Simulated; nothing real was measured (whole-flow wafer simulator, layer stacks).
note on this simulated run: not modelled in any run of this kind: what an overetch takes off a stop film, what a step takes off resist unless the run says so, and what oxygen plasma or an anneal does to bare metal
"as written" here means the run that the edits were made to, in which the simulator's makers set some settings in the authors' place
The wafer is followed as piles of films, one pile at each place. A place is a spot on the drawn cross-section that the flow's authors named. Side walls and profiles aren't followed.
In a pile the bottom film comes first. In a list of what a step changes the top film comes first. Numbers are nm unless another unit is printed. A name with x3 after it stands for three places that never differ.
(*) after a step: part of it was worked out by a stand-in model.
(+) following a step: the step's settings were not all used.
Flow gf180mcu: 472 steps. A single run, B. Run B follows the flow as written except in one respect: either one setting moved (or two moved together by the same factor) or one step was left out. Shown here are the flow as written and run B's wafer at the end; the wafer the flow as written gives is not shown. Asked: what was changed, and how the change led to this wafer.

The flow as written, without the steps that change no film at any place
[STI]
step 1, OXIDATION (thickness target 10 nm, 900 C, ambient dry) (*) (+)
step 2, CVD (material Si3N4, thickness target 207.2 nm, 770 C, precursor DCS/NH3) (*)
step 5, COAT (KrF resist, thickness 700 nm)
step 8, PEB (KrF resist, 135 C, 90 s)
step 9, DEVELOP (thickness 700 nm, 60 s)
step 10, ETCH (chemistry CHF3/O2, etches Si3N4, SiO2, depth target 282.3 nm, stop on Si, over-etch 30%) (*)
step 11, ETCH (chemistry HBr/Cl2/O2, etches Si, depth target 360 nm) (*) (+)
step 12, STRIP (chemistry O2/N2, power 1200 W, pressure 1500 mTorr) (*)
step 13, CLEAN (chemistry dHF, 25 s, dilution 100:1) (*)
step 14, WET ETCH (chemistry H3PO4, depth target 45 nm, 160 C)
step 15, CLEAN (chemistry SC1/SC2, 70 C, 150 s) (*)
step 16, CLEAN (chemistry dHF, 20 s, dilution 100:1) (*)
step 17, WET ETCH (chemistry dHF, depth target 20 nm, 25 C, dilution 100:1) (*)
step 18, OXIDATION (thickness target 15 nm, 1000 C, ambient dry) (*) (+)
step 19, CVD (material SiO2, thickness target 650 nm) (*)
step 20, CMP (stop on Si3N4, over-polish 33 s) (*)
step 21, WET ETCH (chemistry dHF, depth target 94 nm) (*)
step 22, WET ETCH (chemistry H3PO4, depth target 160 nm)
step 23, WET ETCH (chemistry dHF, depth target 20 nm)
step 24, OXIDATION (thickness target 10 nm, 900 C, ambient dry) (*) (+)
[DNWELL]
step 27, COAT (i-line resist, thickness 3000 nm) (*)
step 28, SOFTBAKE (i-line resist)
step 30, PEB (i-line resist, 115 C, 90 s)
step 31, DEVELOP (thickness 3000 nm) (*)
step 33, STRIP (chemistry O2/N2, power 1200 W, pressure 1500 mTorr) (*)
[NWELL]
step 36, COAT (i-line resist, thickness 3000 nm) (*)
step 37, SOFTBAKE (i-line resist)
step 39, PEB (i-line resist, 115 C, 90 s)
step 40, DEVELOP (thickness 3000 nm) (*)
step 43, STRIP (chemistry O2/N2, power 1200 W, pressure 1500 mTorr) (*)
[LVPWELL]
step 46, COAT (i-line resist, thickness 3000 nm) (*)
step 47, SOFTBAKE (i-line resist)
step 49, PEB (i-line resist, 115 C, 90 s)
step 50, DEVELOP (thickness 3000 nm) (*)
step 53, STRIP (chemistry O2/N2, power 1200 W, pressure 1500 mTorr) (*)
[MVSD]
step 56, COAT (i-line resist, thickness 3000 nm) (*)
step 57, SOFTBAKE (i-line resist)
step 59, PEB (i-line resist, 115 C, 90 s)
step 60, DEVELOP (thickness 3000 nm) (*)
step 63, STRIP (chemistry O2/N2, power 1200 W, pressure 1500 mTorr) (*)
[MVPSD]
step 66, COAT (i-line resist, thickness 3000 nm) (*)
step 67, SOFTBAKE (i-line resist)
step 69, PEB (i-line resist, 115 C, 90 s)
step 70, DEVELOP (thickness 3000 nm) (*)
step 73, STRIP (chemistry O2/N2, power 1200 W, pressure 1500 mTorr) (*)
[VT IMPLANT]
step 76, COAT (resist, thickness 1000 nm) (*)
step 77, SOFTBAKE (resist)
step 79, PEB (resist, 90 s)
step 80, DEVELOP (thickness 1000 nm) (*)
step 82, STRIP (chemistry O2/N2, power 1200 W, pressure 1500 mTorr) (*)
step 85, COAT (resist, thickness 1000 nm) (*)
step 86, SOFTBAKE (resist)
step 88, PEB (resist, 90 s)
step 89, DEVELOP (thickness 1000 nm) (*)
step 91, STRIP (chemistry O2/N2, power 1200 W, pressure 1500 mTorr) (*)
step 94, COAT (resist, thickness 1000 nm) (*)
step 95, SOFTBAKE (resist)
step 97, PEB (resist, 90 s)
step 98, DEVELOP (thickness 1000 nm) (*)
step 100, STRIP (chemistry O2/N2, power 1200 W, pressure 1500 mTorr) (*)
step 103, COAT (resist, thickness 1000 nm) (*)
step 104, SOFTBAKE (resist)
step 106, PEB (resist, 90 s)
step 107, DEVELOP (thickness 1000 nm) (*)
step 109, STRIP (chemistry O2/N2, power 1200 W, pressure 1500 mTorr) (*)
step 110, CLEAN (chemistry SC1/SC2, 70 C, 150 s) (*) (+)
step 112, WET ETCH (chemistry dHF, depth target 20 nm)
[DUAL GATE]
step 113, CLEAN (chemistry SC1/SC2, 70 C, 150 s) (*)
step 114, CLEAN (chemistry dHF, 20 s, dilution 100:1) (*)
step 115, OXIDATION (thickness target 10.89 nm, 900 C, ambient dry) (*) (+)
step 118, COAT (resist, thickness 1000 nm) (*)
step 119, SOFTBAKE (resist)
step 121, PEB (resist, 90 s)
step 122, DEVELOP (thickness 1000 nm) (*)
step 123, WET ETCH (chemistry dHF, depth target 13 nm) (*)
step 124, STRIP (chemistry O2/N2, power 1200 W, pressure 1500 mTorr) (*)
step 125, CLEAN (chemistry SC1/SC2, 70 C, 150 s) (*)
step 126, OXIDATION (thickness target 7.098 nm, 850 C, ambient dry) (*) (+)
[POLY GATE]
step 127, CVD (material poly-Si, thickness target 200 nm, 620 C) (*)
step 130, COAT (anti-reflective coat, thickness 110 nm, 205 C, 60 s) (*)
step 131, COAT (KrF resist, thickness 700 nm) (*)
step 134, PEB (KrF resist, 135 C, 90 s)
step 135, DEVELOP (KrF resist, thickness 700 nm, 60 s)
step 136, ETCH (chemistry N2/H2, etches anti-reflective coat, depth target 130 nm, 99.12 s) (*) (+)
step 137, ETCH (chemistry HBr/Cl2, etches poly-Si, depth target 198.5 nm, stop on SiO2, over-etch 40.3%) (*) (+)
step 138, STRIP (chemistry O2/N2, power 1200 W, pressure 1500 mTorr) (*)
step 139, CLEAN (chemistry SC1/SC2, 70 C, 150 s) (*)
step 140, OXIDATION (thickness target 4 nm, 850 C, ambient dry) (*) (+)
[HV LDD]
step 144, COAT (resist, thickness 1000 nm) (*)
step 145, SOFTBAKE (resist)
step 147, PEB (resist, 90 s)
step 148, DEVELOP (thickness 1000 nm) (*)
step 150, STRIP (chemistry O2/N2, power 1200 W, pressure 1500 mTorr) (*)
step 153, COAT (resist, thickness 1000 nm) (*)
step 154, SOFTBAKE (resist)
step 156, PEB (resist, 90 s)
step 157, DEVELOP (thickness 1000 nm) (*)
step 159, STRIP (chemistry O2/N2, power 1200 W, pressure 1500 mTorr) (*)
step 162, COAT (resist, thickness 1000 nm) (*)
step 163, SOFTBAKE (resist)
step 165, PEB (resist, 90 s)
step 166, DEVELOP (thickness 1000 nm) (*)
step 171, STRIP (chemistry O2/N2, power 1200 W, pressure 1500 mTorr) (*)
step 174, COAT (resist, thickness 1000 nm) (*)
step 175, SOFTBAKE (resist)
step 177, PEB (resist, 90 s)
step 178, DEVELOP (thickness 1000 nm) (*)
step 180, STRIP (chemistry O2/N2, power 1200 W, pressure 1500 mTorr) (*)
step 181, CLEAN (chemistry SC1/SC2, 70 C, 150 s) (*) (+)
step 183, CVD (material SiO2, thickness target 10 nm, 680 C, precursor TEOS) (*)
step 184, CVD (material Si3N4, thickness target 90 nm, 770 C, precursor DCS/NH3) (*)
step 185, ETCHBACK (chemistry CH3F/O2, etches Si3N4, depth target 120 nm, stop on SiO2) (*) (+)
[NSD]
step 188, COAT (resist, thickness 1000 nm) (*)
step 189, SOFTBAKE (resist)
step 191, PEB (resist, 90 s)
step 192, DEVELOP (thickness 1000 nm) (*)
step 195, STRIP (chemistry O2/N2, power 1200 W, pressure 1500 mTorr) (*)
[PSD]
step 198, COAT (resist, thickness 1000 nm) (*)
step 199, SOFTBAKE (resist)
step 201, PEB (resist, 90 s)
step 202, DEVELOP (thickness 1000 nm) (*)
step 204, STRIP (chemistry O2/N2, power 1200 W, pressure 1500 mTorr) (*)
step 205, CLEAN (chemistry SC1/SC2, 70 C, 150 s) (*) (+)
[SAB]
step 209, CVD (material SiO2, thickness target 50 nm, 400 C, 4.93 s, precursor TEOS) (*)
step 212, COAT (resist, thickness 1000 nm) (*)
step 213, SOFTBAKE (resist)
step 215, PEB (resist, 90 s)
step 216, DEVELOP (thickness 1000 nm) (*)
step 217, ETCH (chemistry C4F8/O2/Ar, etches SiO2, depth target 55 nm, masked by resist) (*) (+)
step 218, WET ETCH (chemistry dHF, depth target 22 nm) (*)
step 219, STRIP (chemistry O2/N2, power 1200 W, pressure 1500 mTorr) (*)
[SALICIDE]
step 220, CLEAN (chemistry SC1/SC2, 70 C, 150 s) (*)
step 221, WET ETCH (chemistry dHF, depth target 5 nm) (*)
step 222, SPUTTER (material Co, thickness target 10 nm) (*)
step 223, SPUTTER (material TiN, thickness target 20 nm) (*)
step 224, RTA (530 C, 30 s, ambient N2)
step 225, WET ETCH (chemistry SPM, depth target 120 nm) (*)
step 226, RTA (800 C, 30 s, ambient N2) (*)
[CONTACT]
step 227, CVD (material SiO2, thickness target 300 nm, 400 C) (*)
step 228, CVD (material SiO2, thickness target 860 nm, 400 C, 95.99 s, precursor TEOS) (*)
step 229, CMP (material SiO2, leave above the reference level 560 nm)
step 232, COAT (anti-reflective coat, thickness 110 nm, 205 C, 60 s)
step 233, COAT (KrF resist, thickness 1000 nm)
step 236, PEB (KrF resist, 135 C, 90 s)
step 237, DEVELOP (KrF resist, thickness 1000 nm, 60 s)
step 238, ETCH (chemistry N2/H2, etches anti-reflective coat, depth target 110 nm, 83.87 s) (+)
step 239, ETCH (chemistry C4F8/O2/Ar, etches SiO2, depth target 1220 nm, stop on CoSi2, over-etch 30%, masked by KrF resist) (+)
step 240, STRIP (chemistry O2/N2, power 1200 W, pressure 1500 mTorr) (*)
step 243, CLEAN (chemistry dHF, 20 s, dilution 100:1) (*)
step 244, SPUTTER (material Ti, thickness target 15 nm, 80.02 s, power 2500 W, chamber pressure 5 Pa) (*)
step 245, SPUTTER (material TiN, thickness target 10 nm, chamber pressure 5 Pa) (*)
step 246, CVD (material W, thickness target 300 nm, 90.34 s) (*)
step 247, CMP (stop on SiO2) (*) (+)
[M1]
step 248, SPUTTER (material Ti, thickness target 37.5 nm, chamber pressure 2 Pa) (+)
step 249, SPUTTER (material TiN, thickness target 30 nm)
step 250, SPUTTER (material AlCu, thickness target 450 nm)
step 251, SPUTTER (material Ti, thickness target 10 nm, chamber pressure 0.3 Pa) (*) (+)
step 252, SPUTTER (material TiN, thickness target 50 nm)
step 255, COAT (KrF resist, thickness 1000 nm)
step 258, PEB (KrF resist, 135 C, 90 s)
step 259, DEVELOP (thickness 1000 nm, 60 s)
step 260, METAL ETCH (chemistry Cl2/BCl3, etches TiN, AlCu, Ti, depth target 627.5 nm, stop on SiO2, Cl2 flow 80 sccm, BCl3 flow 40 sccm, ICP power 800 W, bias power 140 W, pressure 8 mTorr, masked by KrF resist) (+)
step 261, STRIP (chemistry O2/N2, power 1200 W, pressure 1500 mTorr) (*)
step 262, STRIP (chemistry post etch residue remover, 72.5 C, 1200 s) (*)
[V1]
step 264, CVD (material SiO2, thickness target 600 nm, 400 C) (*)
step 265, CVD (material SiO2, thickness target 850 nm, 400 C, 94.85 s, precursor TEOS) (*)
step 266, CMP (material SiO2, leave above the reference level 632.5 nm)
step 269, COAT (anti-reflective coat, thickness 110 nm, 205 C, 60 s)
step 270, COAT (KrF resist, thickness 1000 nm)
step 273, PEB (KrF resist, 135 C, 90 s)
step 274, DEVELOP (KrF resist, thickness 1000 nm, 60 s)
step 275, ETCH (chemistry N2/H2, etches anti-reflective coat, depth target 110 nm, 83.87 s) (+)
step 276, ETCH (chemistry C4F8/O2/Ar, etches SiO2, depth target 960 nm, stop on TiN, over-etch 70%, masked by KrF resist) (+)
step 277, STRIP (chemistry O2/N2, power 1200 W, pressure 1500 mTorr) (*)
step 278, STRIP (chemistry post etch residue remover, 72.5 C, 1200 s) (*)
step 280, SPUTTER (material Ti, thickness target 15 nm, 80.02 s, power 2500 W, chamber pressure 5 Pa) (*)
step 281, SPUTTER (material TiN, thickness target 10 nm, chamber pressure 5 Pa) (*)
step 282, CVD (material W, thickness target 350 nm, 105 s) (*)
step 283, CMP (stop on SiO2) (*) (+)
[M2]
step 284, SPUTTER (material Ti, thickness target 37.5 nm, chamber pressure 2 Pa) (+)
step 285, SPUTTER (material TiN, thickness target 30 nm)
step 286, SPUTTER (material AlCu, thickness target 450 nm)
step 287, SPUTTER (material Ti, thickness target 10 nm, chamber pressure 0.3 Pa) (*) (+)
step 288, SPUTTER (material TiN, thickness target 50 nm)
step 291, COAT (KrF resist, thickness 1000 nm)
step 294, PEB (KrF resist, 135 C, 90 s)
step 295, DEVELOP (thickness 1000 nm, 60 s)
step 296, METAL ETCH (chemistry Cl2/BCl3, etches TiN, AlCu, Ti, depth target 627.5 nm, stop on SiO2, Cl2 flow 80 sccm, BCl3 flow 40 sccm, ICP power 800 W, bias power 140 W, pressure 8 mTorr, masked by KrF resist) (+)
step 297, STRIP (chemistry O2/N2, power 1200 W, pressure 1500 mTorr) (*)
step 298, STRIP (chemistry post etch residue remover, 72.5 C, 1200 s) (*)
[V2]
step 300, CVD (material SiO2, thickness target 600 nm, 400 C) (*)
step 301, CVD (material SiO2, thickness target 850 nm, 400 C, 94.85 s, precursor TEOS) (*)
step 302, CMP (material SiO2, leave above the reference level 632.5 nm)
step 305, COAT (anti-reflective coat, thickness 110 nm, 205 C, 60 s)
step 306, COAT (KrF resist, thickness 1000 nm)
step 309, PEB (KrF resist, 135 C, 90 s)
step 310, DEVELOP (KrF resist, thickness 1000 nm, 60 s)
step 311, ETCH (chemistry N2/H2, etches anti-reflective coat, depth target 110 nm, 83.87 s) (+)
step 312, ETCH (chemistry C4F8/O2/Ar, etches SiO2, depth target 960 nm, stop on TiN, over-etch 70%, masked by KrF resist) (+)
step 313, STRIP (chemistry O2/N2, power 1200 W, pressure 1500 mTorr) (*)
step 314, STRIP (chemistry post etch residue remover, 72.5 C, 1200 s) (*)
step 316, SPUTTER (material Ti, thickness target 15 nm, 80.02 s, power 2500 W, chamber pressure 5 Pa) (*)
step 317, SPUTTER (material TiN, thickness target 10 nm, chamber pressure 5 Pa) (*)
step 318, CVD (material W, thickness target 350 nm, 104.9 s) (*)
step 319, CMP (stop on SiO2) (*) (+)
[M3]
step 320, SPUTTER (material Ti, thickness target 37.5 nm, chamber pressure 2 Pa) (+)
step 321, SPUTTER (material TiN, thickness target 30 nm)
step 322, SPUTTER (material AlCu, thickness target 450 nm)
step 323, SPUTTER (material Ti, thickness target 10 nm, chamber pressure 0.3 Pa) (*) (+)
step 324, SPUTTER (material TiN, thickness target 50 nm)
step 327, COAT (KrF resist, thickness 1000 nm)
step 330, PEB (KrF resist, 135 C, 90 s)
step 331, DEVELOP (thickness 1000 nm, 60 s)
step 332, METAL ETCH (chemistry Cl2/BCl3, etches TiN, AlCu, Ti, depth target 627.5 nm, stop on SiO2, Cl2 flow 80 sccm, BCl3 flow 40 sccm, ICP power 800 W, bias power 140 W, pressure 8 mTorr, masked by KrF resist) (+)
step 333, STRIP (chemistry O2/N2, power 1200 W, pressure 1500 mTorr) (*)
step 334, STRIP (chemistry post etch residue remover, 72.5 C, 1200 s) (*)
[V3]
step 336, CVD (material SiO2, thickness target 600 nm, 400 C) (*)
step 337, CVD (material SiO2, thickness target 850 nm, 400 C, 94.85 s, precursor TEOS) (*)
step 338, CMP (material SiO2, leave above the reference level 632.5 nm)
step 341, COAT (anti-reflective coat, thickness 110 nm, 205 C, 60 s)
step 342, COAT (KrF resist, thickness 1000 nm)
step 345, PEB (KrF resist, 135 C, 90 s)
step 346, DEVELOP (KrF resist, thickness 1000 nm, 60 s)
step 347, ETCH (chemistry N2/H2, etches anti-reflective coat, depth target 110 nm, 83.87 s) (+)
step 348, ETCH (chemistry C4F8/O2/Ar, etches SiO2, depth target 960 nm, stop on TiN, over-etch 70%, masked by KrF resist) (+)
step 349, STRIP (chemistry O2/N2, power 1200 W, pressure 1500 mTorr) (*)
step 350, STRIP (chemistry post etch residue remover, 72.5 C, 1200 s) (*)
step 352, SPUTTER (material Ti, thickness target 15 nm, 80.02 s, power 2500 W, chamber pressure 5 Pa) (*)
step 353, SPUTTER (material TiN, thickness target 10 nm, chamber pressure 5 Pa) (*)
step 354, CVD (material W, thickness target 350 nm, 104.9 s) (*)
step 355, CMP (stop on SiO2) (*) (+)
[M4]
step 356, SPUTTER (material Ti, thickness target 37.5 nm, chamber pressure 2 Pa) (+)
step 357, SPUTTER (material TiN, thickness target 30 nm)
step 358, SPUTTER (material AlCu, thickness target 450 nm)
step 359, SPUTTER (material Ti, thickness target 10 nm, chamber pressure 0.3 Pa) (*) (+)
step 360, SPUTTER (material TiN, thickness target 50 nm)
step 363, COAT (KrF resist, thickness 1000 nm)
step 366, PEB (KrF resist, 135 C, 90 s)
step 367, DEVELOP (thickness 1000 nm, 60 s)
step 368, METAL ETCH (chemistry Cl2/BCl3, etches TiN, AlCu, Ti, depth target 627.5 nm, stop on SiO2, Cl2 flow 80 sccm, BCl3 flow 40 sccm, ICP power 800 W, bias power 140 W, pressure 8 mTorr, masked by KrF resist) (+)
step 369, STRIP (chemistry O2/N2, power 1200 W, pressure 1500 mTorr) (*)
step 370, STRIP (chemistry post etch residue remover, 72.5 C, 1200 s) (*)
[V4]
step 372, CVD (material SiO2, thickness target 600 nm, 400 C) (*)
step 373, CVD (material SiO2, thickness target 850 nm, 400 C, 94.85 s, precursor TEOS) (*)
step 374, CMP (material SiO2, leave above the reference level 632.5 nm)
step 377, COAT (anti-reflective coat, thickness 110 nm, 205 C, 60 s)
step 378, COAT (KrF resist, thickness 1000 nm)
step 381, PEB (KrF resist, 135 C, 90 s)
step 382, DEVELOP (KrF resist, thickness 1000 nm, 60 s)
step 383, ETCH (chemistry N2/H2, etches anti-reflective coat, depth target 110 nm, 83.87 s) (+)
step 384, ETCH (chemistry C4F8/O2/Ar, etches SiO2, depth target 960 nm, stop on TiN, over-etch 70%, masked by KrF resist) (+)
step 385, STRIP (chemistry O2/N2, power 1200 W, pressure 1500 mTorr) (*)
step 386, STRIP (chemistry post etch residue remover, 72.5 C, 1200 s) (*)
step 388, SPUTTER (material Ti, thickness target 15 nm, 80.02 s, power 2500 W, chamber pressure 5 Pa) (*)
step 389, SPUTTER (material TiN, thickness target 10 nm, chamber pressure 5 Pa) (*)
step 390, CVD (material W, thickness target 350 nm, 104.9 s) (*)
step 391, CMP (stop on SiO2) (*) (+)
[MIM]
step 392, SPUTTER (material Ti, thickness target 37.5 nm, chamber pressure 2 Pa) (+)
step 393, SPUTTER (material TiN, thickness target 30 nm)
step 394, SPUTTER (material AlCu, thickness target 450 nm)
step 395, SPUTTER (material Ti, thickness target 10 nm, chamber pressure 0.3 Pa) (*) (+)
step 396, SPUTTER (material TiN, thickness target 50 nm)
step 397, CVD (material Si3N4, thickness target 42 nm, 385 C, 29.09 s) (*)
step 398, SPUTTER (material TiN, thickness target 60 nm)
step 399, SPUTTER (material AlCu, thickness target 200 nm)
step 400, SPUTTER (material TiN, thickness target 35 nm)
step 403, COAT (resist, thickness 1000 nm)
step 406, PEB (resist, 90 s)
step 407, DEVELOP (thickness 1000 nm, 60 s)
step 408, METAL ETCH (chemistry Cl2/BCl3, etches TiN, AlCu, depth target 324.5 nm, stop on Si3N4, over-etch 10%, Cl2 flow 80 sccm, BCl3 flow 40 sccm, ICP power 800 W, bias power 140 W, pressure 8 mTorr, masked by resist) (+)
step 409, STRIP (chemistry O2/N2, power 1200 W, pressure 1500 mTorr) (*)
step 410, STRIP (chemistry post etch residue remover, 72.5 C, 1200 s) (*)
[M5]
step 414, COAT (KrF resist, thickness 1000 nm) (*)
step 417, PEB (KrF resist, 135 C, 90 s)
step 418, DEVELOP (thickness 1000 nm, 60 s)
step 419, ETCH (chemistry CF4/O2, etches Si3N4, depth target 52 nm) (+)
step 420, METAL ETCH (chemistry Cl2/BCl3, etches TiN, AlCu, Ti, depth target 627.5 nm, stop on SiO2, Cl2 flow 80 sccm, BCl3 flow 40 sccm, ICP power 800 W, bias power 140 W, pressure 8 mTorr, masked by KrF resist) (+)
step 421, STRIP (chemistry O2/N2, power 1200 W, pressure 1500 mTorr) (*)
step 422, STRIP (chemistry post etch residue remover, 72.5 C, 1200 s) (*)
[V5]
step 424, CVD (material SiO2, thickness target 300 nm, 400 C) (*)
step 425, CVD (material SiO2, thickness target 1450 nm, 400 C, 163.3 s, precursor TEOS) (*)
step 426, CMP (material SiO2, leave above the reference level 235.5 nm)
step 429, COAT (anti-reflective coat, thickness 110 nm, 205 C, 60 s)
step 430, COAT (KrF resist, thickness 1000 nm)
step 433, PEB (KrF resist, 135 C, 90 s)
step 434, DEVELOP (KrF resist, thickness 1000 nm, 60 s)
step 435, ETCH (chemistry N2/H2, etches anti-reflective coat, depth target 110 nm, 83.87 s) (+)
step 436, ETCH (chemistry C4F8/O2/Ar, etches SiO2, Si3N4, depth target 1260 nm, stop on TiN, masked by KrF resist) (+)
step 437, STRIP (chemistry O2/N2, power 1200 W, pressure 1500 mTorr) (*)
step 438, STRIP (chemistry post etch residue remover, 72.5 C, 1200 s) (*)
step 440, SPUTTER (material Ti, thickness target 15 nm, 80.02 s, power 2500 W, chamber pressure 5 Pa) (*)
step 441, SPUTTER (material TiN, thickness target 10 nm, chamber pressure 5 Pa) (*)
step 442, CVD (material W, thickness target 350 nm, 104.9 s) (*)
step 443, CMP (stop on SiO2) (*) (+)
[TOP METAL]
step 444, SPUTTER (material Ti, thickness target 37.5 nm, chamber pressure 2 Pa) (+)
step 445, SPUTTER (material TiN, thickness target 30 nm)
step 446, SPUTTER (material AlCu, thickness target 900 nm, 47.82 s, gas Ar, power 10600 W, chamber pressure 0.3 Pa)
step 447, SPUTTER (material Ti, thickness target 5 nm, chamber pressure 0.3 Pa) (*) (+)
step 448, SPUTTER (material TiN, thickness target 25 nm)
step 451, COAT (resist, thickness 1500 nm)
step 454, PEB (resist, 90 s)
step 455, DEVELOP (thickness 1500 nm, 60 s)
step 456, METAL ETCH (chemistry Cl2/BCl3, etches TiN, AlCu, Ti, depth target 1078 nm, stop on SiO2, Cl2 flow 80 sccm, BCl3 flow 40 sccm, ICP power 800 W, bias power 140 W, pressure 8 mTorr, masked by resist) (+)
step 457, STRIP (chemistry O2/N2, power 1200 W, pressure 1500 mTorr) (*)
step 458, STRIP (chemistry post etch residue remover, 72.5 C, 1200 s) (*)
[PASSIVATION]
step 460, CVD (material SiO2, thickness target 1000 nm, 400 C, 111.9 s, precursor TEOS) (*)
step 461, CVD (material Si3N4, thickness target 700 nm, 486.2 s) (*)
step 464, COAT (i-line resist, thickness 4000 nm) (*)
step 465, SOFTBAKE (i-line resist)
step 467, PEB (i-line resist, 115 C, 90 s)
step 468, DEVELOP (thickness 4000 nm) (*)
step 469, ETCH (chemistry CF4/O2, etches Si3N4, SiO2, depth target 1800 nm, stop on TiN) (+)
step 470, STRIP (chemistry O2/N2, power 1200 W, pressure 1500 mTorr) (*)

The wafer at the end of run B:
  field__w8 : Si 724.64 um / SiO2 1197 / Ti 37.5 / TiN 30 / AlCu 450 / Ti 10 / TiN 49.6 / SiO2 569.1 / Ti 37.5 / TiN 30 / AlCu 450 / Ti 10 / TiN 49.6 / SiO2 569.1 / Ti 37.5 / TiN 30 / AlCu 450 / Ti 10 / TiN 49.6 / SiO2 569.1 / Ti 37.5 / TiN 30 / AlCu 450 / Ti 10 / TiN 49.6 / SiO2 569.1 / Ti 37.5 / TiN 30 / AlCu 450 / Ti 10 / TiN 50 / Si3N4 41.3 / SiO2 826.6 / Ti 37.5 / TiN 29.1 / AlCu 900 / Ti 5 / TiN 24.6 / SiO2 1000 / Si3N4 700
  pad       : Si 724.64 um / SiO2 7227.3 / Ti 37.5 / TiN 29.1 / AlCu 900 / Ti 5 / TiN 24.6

The reason: step 445, SPUTTER: thickness target 29.1 nm was run, though the flow has thickness target 30 nm.
The wafer itself shows it: field__w8 has TiN 29.1, and step 445 as written asks for 30 nm.

The path from the change to this, step by step:
  step 445, SPUTTER (material TiN, thickness target 30 nm)
      field, field__w1, field__w2 and 109 more: +29.1 TiN (new film) (as written it would have been: +30 TiN (new film))
  step 456, METAL ETCH (chemistry Cl2/BCl3, etches TiN, AlCu, Ti, depth target 1078 nm, stop on SiO2, Cl2 flow 80 sccm, BCl3 flow 40 sccm, ICP power 800 W, bias power 140 W, pressure 8 mTorr, masked by resist) (+)
      field, field__w1, field__w2 and 103 more: -25 TiN (all of it), -5 Ti (all of it), -900 AlCu (all of it), -29.1 TiN (all of it), -37.5 Ti (all of it) (as written it would have been: -25 TiN (all of it), -5 Ti (all of it), -900 AlCu (all of it), -30 TiN (all of it), -37.5 Ti (all of it))
